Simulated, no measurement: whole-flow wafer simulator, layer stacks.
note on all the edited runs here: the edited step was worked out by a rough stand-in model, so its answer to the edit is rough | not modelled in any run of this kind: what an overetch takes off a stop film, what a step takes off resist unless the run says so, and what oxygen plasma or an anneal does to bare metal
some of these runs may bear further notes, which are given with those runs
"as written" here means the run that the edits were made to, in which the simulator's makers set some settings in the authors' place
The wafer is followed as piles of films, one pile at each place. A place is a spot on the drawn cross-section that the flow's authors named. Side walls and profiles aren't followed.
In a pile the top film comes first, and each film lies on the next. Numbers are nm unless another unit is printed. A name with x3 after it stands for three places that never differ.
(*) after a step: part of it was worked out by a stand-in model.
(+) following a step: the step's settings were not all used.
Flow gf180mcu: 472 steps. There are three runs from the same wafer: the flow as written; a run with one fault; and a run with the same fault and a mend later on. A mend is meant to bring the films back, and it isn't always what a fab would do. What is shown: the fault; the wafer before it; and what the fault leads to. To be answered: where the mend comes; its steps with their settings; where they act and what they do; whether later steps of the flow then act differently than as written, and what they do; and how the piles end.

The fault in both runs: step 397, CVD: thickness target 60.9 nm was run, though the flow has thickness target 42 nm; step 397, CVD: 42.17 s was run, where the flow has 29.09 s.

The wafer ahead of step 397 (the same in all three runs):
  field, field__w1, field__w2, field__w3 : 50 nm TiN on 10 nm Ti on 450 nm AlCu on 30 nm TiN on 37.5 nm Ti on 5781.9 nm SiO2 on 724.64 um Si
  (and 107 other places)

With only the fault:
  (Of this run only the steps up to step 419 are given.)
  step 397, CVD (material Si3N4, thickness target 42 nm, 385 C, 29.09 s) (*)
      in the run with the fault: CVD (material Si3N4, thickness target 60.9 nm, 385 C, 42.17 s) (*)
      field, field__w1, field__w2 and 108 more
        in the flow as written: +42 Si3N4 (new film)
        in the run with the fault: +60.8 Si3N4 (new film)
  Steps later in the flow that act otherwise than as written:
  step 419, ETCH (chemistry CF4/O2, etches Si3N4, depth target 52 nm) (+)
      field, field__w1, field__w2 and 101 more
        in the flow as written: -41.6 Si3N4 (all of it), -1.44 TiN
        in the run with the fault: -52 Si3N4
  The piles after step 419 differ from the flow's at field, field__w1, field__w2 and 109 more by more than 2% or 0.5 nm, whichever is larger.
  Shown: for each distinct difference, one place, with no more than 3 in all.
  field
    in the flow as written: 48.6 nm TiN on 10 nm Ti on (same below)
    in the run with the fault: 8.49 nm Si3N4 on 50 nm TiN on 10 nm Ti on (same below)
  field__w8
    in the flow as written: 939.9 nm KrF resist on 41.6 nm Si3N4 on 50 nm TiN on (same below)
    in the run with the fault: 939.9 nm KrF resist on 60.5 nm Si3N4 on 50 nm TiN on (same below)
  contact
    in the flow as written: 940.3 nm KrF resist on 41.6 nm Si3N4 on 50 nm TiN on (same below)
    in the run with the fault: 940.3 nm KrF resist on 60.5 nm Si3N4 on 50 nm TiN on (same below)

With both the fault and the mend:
  After step 418 comes the mend.
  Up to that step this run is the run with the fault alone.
  step 419, ETCH (chemistry CF4/O2, etches Si3N4, depth target 70.9 nm) (+) (the flow's step 419, as written with depth target 52 nm)
      field, field__w1, field__w2 and 101 more
        -60.5 Si3N4 (all of it), -1.45 TiN
      field__w4, field__w8, contact, m1, m1__w1, mim, mim_1p0, m1_nw
        -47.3 KrF resist
  Steps later in the flow that act otherwise than as written (4 other steps are not shown; they differ only slightly, by no more than 2% or 0.5 nm, whichever is larger):
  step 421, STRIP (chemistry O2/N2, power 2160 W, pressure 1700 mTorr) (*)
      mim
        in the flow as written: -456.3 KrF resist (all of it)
        in the run with the mend: -443.7 KrF resist (all of it)
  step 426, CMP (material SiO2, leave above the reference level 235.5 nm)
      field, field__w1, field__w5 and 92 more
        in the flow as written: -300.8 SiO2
        in the run with the mend: -282 SiO2
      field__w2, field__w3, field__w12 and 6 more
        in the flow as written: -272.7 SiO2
        in the run with the mend: -253 SiO2
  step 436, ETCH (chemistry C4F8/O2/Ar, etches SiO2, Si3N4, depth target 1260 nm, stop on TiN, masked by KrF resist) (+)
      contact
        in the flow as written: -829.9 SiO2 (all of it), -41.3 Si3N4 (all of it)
        in the run with the mend: -829.9 SiO2 (all of it), -60.1 Si3N4 (all of it)
  The piles end different from the flow's at field__w4, field__w8, contact, m1, m1__w1, mim, mim_1p0, m1_nw by more than 2% or 0.5 nm, whichever is larger.
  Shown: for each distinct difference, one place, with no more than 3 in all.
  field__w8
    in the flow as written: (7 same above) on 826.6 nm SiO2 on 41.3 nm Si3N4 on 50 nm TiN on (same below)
    in the run with the mend: (7 same above) on 826.6 nm SiO2 on 60.1 nm Si3N4 on 50 nm TiN on (same below)
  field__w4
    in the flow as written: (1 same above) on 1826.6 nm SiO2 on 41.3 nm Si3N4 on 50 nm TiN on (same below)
    in the run with the mend: (1 same above) on 1826.6 nm SiO2 on 60.1 nm Si3N4 on 50 nm TiN on (same below)
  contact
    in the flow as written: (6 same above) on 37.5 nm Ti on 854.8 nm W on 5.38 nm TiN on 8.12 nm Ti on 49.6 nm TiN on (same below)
    in the run with the mend: (6 same above) on 37.5 nm Ti on 873.8 nm W on 5.32 nm TiN on 8.03 nm Ti on 49.6 nm TiN on (same below)
